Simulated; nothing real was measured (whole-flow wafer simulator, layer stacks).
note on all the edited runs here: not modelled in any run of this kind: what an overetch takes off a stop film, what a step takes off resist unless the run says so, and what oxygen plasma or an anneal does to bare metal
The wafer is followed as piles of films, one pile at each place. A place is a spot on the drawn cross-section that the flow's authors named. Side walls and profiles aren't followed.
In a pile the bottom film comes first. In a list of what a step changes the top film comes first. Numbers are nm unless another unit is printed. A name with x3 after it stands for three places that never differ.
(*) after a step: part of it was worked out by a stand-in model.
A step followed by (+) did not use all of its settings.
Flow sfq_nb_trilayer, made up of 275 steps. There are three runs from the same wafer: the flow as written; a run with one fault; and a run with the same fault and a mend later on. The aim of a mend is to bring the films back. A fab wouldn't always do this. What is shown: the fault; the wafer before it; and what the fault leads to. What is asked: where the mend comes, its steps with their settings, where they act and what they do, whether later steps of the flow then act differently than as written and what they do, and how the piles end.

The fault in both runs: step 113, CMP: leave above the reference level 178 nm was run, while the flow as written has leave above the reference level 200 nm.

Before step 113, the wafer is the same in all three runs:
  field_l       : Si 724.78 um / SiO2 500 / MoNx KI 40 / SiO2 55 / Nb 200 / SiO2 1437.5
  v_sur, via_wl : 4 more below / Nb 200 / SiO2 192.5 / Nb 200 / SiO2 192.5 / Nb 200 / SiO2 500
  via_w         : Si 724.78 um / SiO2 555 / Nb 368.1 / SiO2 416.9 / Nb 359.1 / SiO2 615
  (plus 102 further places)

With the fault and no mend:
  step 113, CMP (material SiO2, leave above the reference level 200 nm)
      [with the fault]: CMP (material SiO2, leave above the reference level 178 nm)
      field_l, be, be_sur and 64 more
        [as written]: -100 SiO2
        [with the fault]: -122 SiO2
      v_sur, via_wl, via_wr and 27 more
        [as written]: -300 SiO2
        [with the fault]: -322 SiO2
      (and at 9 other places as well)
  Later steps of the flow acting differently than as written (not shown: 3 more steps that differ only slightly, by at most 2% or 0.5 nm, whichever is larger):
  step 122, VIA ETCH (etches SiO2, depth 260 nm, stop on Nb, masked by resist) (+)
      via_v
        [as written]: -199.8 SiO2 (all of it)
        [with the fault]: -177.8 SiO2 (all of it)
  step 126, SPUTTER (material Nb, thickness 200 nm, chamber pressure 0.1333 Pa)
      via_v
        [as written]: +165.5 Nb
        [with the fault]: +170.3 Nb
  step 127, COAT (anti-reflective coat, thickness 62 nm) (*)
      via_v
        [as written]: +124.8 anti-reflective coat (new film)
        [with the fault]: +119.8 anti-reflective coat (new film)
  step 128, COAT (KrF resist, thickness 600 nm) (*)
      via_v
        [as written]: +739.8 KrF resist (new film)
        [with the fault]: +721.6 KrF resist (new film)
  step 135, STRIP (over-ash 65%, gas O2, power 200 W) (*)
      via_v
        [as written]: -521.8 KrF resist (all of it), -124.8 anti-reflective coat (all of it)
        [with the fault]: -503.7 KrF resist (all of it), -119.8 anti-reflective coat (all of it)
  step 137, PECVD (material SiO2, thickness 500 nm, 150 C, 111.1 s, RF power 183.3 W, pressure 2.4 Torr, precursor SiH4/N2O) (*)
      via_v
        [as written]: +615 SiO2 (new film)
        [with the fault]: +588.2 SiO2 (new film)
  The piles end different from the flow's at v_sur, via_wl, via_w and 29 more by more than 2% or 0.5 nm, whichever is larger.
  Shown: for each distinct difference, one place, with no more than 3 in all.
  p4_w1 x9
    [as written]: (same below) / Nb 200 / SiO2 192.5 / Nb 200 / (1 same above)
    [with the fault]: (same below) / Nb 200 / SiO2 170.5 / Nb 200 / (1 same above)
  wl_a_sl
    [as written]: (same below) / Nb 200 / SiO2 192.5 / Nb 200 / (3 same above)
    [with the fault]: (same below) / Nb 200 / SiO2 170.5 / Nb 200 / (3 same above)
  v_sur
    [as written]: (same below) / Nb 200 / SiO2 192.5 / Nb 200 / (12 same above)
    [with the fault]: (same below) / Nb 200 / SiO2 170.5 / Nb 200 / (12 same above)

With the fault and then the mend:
  After step 114 comes the mend.
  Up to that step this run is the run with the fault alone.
  step 114a, PECVD (material SiO2, thickness 22 nm, 150 C, 4.889 s, RF power 183.3 W, pressure 2.4 Torr, precursor SiH4/N2O) (a further turn of the flow's step 112, with different settings)
      field_l, v_sur, via_wl and 103 more
        +22 SiO2
  Every later step of the flow that is run acts as written, at every place that is followed, to within 2% or 0.5 nm, whichever is larger.
  The piles end the same as the flow's at every place that both follow.
